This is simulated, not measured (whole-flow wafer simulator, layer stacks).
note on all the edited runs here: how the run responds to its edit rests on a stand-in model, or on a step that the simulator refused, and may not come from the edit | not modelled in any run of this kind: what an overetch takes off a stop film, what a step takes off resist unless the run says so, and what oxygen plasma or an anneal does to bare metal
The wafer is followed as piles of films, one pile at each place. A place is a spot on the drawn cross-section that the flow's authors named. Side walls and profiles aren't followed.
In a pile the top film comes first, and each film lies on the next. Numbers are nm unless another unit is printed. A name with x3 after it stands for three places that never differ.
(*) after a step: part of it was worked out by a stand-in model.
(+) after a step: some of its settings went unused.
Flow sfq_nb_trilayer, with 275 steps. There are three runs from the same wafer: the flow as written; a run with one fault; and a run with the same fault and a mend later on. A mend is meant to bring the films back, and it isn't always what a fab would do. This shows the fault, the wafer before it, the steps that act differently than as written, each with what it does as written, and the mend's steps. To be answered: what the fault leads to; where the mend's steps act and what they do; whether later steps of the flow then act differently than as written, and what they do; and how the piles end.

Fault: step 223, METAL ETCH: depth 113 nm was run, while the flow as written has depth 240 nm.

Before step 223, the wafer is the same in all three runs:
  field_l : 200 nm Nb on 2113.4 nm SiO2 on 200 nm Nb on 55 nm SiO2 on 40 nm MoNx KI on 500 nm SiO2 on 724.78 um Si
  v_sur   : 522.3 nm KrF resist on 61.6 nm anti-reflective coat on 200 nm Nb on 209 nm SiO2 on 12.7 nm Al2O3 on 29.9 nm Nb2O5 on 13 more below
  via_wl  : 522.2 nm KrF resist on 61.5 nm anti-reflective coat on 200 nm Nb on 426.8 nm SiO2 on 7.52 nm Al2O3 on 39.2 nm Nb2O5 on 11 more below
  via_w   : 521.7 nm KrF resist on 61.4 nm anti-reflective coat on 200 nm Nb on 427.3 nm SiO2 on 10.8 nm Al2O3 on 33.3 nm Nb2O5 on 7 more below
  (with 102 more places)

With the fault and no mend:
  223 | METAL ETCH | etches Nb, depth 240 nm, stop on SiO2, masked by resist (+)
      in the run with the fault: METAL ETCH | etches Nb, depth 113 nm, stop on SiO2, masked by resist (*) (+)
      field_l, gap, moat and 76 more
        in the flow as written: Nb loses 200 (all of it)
        in the run with the fault: Nb loses 113
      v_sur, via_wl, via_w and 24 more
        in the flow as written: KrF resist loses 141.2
        in the run with the fault: KrF resist loses 66.5
  Steps later in the flow that act otherwise than as written:
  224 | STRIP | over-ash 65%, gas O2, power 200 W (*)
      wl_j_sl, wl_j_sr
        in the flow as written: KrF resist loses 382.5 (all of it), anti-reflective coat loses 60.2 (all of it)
        in the run with the fault: KrF resist loses 457.2 (all of it), anti-reflective coat loses 60.2 (all of it)
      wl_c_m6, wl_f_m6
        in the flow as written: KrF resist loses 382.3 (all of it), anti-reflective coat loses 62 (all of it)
        in the run with the fault: KrF resist loses 457 (all of it), anti-reflective coat loses 62 (all of it)
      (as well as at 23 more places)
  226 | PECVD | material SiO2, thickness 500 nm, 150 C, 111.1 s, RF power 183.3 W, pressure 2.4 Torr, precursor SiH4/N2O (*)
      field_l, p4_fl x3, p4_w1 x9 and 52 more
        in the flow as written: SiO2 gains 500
        in the run with the fault: SiO2 gains 500 (new film)
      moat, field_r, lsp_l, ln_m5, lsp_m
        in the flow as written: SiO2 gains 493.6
        in the run with the fault: SiO2 gains 500 (new film)
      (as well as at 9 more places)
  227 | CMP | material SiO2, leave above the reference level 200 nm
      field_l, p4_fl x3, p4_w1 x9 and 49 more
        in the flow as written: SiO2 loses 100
        in the run with the fault: SiO2 loses 187
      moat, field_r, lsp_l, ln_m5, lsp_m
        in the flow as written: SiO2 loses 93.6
        in the run with the fault: SiO2 loses 187
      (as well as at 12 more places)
  At field_l, gap, moat and 76 more, the piles at the end differ from the flow's by more than 2% or 0.5 nm, whichever is larger.
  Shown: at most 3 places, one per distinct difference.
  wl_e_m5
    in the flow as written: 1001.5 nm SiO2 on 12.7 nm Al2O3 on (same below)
    in the run with the fault: 705.5 nm SiO2 on 87 nm Nb on 209 nm SiO2 on 12.7 nm Al2O3 on (same below)
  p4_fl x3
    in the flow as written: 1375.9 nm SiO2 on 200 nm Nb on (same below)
    in the run with the fault: 705.5 nm SiO2 on 87 nm Nb on 583.4 nm SiO2 on 200 nm Nb on (same below)
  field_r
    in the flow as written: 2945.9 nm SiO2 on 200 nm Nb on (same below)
    in the run with the fault: 705.5 nm SiO2 on 87 nm Nb on 2153.4 nm SiO2 on 200 nm Nb on (same below)

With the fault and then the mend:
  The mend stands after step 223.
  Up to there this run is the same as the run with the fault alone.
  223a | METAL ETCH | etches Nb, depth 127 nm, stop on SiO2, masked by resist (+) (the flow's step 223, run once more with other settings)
      field_l, gap, moat and 76 more
        Nb loses 87 (all of it)
      v_sur, via_wl, via_w and 24 more
        KrF resist loses 74.7
  Later steps of the flow that are run all act as written at every place that is followed.
  The piles end the same as the flow's at every place that both follow.
